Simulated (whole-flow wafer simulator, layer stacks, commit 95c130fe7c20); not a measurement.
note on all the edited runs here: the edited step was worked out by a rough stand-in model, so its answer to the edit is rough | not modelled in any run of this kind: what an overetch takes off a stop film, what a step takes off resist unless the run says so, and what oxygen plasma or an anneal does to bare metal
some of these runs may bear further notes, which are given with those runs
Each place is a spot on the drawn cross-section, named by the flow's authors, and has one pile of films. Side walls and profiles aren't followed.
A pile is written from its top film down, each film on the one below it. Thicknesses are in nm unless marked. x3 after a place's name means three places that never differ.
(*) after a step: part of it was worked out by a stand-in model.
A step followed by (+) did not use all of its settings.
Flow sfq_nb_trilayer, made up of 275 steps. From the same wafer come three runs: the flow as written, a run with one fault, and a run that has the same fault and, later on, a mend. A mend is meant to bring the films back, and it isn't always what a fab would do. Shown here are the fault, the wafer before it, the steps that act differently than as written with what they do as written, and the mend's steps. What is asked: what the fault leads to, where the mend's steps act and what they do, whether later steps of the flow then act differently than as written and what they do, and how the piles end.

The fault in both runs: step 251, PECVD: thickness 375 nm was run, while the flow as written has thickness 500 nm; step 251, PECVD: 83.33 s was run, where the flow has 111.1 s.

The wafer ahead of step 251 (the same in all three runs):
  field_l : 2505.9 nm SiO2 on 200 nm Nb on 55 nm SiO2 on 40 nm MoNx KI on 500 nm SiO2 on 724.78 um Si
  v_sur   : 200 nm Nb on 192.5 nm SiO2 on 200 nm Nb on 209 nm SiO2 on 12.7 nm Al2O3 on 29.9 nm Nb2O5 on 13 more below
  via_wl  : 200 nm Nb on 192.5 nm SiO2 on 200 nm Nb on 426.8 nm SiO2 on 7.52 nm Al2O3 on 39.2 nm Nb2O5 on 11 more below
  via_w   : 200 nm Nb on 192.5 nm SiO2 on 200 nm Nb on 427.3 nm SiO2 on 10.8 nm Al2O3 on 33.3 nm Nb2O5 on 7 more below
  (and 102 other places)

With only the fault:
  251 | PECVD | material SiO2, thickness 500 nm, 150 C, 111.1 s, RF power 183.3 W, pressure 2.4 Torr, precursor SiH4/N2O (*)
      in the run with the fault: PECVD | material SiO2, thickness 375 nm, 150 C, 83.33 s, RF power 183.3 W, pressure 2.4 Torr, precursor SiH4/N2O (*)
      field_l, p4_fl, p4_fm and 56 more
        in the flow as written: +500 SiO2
        in the run with the fault: +375 SiO2
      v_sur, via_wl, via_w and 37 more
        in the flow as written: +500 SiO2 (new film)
        in the run with the fault: +375 SiO2 (new film)
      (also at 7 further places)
  Later steps of the flow acting differently than as written (4 other steps are not shown; they differ only slightly, by no more than 2% or 0.5 nm, whichever is larger):
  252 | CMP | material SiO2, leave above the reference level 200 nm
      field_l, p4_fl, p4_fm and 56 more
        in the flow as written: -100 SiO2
        in the run with the fault: nothing
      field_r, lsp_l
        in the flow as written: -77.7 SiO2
        in the run with the fault: nothing
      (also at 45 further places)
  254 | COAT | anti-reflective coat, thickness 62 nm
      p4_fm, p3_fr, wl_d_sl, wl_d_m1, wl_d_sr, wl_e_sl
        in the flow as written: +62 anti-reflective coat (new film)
        in the run with the fault: +63.3 anti-reflective coat (new film)
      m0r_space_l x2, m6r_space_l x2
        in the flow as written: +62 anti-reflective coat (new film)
        in the run with the fault: +65.5 anti-reflective coat (new film)
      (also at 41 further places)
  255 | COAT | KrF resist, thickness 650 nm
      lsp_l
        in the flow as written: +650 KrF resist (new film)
        in the run with the fault: +665.6 KrF resist (new film)
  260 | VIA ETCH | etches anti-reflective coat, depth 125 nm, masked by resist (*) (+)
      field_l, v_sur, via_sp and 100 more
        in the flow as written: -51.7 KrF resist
        in the run with the fault: -50.5 KrF resist
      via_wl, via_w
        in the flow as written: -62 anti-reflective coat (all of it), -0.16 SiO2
        in the run with the fault: -60.5 anti-reflective coat (all of it), -0.15 SiO2
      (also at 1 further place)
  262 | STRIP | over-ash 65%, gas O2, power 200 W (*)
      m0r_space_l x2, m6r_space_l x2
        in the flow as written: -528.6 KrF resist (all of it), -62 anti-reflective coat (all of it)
        in the run with the fault: -532.4 KrF resist (all of it), -65.5 anti-reflective coat (all of it)
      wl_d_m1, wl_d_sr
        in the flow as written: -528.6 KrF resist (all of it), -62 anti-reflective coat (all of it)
        in the run with the fault: -534.8 KrF resist (all of it), -63.3 anti-reflective coat (all of it)
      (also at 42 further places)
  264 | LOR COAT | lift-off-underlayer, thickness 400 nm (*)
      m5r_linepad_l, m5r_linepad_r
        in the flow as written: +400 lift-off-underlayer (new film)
        in the run with the fault: +408.4 lift-off-underlayer (new film)
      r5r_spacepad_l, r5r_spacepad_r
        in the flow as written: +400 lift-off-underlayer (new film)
        in the run with the fault: +409.3 lift-off-underlayer (new film)
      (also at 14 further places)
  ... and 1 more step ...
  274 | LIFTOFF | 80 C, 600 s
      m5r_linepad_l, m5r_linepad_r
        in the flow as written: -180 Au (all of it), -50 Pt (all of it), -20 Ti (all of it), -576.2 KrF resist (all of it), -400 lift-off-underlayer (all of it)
        in the run with the fault: -180 Au (all of it), -50 Pt (all of it), -20 Ti (all of it), -573.7 KrF resist (all of it), -408.4 lift-off-underlayer (all of it)
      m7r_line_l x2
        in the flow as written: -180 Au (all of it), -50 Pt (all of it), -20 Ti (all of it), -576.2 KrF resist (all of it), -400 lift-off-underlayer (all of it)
        in the run with the fault: -180 Au (all of it), -50 Pt (all of it), -20 Ti (all of it), -575.2 KrF resist (all of it), -391.1 lift-off-underlayer (all of it)
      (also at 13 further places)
  The piles end different from the flow's at wl_c_m6, wl_e_m5, l0r_line_l and 27 more by more than 2% or 0.5 nm, whichever is larger.
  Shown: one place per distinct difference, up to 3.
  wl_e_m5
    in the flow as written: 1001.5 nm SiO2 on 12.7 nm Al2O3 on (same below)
    in the run with the fault: 976.5 nm SiO2 on 12.7 nm Al2O3 on (same below)
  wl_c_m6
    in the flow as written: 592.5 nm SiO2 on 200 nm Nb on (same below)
    in the run with the fault: 567.5 nm SiO2 on 200 nm Nb on (same below)
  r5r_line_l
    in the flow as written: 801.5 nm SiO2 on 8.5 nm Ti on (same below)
    in the run with the fault: 776.5 nm SiO2 on 8.5 nm Ti on (same below)

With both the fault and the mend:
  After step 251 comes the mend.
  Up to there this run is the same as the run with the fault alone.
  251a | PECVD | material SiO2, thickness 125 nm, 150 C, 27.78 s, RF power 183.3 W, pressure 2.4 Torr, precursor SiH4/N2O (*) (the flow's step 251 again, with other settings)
      field_l, v_sur, via_wl and 98 more
        +125 SiO2
      field_r, lsp_l
        +120.2 SiO2
      l0_sur, l0v
        +122.2 SiO2
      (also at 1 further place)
  Later steps of the flow acting differently than as written:
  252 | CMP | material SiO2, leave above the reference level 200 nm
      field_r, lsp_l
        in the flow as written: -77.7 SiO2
        in the run with the mend: -79.5 SiO2
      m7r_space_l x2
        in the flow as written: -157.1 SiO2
        in the run with the mend: -100 SiO2
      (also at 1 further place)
  The piles end the same as the flow's at every place that both follow.
